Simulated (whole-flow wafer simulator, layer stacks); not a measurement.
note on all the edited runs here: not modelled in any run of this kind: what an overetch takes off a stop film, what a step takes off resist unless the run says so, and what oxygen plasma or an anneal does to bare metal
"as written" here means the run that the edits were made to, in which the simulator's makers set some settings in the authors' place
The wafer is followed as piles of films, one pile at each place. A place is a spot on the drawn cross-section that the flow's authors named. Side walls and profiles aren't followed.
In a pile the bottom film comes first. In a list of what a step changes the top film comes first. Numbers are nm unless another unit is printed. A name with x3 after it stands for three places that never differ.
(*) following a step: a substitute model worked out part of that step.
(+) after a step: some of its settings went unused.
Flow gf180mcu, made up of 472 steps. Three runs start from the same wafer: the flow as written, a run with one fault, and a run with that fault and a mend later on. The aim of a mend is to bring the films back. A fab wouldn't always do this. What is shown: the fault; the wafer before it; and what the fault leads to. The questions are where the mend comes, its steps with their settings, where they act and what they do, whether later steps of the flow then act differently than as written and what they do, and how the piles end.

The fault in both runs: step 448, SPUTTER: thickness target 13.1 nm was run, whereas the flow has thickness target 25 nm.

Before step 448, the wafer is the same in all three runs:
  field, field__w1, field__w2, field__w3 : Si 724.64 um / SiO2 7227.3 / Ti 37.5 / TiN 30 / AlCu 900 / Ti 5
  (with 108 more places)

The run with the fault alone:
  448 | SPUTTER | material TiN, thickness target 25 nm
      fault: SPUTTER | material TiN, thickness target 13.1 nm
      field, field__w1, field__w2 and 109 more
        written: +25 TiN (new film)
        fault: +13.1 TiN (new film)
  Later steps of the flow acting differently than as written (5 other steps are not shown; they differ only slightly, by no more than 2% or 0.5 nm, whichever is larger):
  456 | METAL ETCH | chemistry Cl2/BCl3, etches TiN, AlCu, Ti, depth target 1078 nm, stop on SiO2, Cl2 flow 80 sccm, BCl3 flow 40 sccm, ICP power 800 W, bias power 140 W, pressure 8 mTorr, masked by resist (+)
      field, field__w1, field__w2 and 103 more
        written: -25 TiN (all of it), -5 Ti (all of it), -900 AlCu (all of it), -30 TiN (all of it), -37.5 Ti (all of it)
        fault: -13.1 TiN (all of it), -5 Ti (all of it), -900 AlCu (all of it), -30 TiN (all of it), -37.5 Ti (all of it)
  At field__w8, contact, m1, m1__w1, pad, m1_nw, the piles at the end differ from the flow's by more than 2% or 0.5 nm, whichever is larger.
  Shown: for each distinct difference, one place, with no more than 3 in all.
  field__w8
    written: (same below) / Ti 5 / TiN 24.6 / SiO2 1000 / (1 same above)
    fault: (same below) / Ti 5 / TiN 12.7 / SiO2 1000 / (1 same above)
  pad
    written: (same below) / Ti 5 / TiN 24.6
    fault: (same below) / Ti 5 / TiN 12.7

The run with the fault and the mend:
  The mend stands after step 455.
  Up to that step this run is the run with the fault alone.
  455a | STRIP | chemistry O2/N2, power 2160 W, pressure 1700 mTorr (*)
      field__w8, contact, m1, m1__w1, pad, m1_nw
        -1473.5 resist (all of it)
  455b | SPUTTER | material TiN, thickness target 11.9 nm (the flow's step 448, run once more with other settings)
      field, field__w1, field__w2 and 109 more
        +11.9 TiN
  455c | HMDS | 120 C, 60 s (the flow's step 450, run once more)
      alters no film at any place that is followed
  455d | COAT | resist, thickness 1500 nm (the flow's step 451, run once more)
      field, field__w1, field__w2 and 109 more
        +1500 resist (new film)
  455e | SOFTBAKE | resist (the flow's step 452, run once more)
      alters no film at any place that is followed
  455f | EXPOSE | photomask MetalTop (the flow's step 453, run once more)
      alters no film at any place that is followed
  455g | PEB | resist, 70.3 s (the flow's step 454, run once more)
      field, field__w1, field__w2 and 109 more
        -26.5 resist
  455h | DEVELOP | thickness 1500 nm, 60 s (the flow's step 455, run once more)
      field, field__w1, field__w2 and 103 more
        -1473.5 resist (all of it)
  None of the later steps of the flow acts differently than as written at any place that is followed.
  The piles end the same as the flow's at every place that both follow.
